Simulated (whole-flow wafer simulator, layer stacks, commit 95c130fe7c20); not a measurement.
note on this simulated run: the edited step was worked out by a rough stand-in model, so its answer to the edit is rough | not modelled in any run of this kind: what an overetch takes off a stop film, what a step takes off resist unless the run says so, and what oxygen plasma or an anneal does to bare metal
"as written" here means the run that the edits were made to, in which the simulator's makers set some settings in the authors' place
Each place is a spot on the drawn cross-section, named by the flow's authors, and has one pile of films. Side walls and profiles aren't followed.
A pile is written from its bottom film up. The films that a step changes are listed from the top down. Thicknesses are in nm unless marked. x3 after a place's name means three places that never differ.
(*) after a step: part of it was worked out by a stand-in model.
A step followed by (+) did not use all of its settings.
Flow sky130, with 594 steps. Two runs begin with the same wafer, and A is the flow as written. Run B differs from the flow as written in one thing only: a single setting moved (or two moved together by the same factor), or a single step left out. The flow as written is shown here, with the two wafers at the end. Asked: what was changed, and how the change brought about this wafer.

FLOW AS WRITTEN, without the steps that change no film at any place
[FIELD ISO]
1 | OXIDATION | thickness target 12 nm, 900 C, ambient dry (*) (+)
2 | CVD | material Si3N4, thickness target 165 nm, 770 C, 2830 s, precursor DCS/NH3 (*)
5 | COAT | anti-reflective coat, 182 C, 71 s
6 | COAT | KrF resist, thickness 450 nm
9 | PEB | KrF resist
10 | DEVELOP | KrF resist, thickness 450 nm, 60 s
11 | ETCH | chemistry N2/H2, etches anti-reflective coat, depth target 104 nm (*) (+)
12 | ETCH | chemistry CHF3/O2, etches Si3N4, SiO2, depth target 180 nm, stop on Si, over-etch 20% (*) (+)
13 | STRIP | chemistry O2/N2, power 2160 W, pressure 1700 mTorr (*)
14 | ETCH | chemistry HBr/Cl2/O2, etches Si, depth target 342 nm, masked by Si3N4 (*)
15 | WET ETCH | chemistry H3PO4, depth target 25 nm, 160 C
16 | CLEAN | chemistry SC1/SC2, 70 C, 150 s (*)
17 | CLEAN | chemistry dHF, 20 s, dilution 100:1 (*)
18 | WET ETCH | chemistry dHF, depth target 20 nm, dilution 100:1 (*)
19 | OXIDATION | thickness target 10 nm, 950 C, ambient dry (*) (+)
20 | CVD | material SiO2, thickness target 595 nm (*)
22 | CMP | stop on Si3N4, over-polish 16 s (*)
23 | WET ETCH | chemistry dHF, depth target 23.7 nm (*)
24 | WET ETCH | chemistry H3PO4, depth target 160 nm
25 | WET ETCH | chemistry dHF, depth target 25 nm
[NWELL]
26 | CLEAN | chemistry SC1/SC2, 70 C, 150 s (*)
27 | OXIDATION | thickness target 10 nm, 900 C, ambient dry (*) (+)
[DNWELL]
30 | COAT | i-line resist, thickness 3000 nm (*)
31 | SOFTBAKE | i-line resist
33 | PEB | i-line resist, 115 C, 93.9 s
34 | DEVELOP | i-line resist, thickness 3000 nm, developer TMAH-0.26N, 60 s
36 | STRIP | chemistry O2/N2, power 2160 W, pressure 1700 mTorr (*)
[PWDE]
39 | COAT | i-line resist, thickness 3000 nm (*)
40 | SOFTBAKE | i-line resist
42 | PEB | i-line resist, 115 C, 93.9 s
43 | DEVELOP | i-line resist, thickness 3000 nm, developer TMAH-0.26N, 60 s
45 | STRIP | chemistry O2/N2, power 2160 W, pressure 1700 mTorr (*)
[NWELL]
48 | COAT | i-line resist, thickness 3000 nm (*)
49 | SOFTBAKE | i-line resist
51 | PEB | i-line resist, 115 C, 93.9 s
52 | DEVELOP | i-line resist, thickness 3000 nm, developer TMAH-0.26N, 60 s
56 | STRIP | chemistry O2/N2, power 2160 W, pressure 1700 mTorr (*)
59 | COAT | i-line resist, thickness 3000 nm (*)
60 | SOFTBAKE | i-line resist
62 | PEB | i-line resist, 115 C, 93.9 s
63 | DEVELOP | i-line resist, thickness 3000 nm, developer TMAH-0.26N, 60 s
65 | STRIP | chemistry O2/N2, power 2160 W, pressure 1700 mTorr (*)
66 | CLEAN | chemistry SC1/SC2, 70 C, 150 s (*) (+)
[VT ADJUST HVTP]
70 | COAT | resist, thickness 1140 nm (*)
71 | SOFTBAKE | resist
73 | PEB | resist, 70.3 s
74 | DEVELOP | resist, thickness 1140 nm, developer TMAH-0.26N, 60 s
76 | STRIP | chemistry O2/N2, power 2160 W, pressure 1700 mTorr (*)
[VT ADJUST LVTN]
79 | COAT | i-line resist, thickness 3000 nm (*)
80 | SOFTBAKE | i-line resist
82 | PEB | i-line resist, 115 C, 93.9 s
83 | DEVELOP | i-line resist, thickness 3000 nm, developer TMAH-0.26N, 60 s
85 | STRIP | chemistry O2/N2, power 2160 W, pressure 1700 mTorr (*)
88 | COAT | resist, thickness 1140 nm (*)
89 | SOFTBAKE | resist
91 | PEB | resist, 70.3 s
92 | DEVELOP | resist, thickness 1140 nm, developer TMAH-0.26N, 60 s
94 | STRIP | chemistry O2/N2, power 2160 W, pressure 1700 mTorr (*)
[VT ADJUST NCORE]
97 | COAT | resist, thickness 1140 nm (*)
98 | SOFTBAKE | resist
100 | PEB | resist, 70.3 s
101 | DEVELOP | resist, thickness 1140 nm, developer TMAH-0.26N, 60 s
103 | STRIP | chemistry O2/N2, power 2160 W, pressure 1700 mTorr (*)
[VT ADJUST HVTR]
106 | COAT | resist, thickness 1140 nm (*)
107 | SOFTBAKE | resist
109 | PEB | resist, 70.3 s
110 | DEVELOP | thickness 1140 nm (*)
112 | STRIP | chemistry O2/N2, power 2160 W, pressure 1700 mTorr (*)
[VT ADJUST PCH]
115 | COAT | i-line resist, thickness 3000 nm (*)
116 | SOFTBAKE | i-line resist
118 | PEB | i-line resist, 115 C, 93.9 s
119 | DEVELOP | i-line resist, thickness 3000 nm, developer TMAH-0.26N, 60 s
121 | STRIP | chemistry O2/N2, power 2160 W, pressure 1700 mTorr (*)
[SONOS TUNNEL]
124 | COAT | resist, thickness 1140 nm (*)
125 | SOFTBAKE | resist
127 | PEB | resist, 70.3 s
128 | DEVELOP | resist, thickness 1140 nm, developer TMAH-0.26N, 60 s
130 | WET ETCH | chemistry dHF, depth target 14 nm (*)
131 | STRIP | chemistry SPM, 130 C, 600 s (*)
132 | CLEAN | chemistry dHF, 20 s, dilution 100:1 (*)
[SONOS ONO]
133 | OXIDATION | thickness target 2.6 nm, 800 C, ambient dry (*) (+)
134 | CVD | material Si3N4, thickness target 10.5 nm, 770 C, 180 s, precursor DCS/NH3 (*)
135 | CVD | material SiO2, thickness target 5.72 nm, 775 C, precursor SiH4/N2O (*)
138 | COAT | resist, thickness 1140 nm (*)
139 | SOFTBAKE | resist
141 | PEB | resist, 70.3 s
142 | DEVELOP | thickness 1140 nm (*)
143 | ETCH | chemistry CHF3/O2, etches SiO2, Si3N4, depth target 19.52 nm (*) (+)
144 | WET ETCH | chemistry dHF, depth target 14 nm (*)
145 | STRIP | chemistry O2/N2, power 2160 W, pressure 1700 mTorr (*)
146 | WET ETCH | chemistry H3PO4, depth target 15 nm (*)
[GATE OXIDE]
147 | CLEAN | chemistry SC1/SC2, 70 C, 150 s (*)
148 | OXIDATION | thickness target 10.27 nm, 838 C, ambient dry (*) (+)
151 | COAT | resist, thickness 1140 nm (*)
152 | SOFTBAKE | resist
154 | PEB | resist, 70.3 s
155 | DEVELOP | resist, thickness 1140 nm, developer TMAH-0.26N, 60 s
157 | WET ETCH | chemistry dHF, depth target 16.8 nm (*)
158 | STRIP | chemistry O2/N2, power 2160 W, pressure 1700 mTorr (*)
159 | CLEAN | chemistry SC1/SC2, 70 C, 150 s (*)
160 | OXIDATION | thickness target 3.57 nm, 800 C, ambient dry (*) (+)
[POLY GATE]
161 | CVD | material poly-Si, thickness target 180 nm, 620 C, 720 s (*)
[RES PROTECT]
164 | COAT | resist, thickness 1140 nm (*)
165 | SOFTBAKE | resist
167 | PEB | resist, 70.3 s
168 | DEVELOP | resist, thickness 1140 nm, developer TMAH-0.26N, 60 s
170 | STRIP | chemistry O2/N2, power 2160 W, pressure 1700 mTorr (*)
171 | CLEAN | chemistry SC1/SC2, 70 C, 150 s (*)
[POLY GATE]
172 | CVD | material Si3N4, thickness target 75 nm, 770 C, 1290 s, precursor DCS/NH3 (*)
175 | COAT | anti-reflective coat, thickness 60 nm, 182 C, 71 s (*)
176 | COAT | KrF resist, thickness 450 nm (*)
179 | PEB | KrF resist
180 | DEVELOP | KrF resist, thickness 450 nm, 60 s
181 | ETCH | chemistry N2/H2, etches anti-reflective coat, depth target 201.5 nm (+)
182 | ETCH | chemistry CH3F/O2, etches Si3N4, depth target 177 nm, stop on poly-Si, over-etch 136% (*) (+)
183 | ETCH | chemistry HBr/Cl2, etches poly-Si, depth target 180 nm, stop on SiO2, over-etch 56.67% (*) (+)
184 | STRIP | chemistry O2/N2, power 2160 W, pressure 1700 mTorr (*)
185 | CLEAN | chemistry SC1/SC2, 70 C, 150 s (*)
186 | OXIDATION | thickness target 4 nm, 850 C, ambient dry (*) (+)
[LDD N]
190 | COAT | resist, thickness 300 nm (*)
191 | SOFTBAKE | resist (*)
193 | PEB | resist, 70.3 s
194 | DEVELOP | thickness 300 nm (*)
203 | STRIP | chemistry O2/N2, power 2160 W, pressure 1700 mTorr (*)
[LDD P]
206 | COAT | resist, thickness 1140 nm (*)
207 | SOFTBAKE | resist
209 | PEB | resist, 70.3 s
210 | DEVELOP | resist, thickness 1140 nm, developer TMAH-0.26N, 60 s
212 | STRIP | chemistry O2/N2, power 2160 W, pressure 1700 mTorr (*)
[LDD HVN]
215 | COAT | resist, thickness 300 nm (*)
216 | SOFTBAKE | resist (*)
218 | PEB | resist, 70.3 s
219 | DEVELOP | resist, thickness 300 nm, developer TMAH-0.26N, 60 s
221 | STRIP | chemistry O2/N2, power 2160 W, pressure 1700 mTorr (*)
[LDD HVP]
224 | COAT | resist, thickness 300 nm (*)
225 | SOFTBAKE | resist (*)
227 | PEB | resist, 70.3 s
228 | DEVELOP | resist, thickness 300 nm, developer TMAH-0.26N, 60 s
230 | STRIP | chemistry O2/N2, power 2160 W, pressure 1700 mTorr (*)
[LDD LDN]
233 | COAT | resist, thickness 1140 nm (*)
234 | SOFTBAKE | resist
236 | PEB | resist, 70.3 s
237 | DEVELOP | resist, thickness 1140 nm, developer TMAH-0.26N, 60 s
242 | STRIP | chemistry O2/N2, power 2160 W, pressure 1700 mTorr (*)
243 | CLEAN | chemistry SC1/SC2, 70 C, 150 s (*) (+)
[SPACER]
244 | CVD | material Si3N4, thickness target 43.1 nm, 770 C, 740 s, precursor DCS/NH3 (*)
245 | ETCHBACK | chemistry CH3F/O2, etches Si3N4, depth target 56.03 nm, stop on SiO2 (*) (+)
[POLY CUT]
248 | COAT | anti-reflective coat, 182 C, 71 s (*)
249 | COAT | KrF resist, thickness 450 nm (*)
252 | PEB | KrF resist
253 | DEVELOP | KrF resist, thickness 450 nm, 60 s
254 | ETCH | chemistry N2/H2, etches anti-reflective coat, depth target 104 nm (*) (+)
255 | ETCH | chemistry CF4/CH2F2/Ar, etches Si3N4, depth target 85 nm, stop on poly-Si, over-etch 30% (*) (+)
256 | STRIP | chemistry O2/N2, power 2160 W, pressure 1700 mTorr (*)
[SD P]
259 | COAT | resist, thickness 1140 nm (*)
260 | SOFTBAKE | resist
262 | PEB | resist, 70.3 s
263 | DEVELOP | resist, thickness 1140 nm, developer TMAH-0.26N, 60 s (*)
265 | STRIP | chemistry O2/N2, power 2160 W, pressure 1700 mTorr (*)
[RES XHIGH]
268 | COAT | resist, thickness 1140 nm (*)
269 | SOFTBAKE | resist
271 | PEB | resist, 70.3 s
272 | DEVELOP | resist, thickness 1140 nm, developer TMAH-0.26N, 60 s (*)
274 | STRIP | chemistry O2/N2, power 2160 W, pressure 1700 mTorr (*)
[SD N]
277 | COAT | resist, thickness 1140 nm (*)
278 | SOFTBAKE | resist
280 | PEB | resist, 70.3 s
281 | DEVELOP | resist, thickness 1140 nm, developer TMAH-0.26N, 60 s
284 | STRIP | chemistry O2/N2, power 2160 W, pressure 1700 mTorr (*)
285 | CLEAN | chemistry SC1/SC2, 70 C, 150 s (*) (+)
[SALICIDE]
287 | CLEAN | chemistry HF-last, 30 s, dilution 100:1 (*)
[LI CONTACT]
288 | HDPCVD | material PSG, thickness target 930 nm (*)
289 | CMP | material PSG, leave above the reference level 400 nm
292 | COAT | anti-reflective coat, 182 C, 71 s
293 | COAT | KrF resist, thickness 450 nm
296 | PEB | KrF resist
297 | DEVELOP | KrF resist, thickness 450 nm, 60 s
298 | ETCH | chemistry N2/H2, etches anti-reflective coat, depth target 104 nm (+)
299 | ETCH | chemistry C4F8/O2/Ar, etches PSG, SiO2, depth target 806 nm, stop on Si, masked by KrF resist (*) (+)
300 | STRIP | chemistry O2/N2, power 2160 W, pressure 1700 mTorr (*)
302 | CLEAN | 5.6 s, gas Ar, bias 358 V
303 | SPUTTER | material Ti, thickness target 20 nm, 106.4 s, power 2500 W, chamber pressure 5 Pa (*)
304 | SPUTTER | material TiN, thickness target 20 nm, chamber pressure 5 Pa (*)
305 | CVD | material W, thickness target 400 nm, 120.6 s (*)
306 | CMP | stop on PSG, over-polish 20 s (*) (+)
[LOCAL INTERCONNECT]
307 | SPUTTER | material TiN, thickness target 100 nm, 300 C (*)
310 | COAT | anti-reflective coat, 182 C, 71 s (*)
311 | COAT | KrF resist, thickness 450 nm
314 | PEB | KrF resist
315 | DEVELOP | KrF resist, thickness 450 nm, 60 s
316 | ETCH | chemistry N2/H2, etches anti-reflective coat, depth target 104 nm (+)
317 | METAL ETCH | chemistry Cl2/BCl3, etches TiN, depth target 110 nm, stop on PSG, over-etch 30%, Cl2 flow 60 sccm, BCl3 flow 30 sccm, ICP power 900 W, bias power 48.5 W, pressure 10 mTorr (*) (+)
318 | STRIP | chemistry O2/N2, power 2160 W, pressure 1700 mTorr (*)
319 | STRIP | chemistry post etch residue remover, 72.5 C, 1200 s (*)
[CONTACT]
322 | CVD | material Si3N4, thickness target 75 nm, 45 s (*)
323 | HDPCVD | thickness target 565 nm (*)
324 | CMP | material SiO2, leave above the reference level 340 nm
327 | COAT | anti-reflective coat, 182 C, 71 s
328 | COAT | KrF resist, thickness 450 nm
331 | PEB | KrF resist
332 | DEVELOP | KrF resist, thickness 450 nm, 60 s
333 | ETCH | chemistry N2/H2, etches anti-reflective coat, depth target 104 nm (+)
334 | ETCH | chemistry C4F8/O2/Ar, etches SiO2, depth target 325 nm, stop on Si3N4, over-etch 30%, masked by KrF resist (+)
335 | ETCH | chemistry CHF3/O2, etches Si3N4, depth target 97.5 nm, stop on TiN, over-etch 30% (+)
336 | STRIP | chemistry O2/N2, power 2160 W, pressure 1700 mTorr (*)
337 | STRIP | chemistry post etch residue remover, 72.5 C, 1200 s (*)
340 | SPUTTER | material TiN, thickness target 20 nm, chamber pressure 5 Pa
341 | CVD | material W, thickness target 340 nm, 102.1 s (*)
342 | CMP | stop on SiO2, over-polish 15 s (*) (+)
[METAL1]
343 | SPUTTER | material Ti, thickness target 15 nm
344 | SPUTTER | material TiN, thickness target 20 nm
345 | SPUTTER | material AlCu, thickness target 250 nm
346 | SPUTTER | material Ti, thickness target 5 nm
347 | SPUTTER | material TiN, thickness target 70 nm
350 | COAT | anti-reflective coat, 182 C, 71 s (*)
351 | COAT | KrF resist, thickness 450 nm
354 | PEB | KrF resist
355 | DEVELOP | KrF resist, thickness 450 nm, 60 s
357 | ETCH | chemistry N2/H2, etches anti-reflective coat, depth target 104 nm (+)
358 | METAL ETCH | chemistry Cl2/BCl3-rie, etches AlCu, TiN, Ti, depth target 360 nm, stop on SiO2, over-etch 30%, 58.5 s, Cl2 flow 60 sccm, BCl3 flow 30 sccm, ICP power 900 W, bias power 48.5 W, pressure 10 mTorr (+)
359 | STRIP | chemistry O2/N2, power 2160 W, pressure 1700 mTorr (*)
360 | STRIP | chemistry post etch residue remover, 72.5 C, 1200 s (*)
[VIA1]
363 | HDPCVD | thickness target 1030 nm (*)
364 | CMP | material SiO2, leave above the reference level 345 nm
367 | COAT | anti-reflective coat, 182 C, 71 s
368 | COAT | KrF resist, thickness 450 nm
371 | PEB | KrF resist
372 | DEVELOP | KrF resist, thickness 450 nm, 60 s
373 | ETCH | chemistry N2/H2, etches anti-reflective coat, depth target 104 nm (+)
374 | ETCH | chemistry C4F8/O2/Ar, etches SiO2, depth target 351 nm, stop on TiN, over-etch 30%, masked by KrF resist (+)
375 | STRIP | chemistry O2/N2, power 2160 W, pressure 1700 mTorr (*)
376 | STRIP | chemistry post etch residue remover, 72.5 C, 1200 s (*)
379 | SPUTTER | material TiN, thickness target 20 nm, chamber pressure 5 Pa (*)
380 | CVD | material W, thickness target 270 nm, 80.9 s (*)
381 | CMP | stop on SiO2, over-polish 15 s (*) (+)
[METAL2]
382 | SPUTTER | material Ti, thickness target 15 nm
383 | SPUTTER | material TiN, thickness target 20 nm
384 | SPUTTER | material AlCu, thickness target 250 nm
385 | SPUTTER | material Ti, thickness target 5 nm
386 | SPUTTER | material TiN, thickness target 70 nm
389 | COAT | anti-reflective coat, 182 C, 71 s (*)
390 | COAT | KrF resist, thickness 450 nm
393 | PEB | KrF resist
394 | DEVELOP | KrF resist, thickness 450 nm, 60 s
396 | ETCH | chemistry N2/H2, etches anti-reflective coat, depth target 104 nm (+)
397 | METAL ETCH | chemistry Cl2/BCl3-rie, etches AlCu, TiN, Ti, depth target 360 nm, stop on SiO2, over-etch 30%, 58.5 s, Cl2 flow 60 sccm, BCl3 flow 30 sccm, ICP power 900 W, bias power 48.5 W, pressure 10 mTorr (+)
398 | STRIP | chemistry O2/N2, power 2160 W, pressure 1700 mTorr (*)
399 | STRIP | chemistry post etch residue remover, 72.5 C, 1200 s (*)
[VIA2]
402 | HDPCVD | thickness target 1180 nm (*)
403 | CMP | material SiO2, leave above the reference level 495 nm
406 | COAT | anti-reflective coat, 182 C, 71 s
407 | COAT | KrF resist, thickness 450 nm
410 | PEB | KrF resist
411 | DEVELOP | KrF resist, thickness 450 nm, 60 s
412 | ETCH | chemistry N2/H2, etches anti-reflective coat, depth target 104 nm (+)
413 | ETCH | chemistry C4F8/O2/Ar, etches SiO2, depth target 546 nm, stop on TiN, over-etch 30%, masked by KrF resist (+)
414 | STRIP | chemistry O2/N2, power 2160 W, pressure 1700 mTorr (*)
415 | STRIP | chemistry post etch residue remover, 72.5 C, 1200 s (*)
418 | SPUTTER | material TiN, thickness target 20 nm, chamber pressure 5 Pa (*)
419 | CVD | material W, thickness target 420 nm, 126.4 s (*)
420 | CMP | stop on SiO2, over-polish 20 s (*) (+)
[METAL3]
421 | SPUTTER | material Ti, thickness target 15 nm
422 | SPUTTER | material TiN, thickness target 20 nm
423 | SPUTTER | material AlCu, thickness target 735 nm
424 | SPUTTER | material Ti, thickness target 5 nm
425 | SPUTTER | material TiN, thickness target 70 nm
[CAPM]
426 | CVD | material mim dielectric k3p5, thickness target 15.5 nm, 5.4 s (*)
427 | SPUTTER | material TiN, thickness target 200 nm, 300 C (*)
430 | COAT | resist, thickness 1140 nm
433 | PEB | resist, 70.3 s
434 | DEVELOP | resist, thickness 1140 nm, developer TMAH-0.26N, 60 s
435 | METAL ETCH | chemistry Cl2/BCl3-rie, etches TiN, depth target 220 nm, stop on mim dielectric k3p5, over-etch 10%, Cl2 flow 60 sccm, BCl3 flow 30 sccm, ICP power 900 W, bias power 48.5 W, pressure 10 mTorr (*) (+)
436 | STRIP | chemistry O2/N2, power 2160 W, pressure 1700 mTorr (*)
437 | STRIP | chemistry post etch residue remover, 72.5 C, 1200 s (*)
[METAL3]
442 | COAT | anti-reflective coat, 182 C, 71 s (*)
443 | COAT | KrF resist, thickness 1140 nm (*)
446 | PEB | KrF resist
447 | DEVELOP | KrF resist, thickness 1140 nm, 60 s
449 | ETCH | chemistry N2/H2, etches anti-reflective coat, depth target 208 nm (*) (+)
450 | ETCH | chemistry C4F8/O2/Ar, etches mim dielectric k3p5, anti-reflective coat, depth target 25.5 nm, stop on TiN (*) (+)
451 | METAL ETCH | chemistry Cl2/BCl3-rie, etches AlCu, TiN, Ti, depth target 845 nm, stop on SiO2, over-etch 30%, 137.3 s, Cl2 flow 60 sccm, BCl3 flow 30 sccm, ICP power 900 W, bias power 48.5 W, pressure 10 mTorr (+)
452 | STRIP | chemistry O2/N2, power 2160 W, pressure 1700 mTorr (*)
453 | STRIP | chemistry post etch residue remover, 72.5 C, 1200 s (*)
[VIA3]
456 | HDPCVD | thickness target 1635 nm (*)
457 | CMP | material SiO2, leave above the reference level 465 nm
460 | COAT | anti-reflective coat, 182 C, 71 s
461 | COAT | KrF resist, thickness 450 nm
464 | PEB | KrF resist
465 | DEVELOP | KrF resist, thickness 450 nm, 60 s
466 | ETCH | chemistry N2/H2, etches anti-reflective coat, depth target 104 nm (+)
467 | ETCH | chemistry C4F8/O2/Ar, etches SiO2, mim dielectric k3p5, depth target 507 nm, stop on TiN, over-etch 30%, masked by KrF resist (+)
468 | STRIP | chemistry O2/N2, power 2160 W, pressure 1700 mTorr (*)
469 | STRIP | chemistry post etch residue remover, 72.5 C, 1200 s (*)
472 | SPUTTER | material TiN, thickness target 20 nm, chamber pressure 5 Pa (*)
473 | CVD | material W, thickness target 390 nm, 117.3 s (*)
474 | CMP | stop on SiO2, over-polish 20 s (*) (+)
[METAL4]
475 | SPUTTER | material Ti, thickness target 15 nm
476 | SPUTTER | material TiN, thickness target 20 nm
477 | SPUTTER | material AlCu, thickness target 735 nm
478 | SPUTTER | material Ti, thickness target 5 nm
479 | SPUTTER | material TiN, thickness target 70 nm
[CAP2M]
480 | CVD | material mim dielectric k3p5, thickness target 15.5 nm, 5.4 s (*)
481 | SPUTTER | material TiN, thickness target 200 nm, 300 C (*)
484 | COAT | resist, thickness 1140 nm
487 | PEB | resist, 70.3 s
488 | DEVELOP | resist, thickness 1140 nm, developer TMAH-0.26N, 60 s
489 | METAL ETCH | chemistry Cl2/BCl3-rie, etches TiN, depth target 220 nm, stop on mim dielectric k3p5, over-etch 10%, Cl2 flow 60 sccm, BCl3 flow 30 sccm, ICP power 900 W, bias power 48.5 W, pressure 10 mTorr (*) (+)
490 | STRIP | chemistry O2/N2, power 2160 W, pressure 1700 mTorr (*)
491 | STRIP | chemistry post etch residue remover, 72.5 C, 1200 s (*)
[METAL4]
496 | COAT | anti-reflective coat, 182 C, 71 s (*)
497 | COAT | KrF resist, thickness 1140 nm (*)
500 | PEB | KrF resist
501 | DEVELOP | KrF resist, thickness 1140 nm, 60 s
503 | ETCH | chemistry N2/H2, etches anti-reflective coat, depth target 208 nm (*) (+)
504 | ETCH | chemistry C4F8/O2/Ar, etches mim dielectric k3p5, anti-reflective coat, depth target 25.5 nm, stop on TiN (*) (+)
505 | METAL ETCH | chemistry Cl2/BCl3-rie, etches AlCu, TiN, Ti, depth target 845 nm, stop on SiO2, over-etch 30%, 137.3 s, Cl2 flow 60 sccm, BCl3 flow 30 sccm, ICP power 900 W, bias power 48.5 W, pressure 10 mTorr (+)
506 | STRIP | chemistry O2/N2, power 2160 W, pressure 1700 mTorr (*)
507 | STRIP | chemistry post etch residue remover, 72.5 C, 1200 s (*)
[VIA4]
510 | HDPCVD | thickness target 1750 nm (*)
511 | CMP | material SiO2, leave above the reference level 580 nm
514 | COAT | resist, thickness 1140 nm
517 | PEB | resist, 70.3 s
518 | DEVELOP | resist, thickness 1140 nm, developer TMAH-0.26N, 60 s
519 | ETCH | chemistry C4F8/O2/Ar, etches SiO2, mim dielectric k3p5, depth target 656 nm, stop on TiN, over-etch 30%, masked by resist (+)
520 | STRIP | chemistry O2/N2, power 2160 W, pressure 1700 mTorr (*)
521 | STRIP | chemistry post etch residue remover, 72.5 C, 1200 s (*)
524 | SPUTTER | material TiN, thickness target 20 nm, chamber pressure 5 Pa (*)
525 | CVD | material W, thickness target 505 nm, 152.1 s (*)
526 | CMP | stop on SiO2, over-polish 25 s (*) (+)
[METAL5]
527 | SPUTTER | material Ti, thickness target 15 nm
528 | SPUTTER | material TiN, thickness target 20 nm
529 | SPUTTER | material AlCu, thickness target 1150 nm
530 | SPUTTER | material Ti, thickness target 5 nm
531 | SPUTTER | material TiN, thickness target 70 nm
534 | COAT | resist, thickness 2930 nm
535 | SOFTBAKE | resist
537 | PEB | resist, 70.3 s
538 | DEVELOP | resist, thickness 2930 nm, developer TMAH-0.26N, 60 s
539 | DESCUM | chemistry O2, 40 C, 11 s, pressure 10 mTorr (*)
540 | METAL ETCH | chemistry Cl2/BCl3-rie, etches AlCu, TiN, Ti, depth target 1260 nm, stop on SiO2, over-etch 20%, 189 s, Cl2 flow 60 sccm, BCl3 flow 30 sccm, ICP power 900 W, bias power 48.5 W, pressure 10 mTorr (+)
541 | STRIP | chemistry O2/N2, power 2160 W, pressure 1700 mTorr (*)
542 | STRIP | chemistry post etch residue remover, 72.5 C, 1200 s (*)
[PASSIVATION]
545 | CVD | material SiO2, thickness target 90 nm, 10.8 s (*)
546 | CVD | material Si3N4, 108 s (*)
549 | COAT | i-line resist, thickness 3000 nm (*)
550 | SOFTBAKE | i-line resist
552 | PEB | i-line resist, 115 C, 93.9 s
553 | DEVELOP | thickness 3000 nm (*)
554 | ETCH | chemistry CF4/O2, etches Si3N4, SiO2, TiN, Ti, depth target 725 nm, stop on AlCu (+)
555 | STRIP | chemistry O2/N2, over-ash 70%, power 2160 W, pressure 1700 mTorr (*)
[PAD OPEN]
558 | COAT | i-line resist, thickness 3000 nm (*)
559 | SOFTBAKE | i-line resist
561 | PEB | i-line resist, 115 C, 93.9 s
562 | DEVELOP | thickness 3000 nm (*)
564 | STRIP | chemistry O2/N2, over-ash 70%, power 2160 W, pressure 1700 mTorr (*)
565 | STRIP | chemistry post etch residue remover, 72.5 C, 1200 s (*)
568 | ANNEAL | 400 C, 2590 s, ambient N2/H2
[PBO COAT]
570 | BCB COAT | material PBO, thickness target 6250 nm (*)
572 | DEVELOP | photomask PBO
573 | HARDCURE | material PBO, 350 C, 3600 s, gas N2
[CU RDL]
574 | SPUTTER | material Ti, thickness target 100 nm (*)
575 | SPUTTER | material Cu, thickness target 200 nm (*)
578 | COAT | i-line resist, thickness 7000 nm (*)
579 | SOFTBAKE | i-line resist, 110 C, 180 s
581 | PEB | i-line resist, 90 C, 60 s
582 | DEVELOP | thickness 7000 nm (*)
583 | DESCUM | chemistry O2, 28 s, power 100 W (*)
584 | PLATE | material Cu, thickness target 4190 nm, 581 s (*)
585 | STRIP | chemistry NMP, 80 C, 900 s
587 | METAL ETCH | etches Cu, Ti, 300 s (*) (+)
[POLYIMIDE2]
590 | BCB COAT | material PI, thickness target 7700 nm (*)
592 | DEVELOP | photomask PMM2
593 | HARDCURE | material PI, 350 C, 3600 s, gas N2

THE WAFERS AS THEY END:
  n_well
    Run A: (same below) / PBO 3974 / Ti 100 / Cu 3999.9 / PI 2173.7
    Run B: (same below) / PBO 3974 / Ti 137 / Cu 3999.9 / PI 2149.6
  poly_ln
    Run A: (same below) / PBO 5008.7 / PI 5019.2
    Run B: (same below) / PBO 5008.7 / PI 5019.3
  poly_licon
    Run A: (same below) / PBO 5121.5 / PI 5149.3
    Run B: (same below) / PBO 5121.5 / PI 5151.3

What caused this: step 574, SPUTTER: thickness target 137 nm was run, though the flow has thickness target 100 nm.
One can read it off the wafer: n_well has Ti 137, and step 574 as written asks for 100 nm.

Step by step, how the change led to this:
  574 | SPUTTER | material Ti, thickness target 100 nm (*)
      field, active, n_well and 190 more: A Ti gains 100 (new film) | B Ti gains 137 (new film)
  587 | METAL ETCH | etches Cu, Ti, 300 s (*) (+)
      field, active, gate and 167 more: A Cu loses 200 (all of it), Ti loses 100 (all of it) | B Cu loses 200 (all of it), Ti loses 137 (all of it)
  590 | BCB COAT | material PI, thickness target 7700 nm (*)
      de16_gate_nw: A PI gains 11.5 um (new film) | B PI gains 11.54 um (new film)
